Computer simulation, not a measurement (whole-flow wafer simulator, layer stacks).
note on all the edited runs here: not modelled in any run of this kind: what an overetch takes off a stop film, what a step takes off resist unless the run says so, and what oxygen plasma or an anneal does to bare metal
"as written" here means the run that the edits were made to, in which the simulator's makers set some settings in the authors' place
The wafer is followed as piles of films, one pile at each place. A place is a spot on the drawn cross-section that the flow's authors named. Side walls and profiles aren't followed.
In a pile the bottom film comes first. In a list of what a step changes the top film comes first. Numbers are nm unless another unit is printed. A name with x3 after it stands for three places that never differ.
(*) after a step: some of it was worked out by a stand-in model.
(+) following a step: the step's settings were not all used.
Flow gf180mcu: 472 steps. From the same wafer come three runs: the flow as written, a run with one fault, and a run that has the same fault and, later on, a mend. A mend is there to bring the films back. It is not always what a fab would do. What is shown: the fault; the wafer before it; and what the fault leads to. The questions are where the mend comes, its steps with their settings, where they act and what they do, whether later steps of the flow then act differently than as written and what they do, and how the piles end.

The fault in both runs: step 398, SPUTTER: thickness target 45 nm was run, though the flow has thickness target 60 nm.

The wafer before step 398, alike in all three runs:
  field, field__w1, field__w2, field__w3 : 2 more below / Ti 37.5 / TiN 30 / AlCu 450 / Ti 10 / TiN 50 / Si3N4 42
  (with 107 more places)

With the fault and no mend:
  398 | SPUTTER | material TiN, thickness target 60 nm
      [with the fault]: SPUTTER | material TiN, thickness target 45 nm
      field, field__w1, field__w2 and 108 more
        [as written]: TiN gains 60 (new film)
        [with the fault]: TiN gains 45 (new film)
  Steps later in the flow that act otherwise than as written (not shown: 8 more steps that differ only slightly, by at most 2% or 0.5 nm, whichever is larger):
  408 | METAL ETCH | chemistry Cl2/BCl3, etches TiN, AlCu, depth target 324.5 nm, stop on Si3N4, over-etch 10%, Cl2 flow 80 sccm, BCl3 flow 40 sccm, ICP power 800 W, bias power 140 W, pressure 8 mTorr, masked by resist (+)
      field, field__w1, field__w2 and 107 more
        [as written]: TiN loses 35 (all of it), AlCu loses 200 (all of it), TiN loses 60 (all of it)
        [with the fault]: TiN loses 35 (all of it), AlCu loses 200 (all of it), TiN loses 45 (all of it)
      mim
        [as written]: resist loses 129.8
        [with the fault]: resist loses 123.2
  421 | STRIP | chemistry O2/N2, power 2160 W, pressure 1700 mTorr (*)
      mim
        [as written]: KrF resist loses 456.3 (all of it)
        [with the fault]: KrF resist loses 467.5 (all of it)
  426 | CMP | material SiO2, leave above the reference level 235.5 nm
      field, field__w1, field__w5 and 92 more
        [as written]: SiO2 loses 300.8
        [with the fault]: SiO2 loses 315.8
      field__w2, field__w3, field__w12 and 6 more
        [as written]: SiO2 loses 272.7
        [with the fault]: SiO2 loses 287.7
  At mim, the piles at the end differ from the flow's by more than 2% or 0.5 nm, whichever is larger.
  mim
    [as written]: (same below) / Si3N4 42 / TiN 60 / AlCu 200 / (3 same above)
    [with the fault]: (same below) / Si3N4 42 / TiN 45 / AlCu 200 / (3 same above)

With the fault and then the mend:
  The mend follows step 398.
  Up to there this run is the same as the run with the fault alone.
  398a | SPUTTER | material TiN, thickness target 15 nm (a further turn of the flow's step 398, with different settings)
      field, field__w1, field__w2 and 108 more
        TiN gains 15
  None of the later steps of the flow acts differently than as written at any place that is followed.
  The piles end the same as the flow's at every place that both follow.
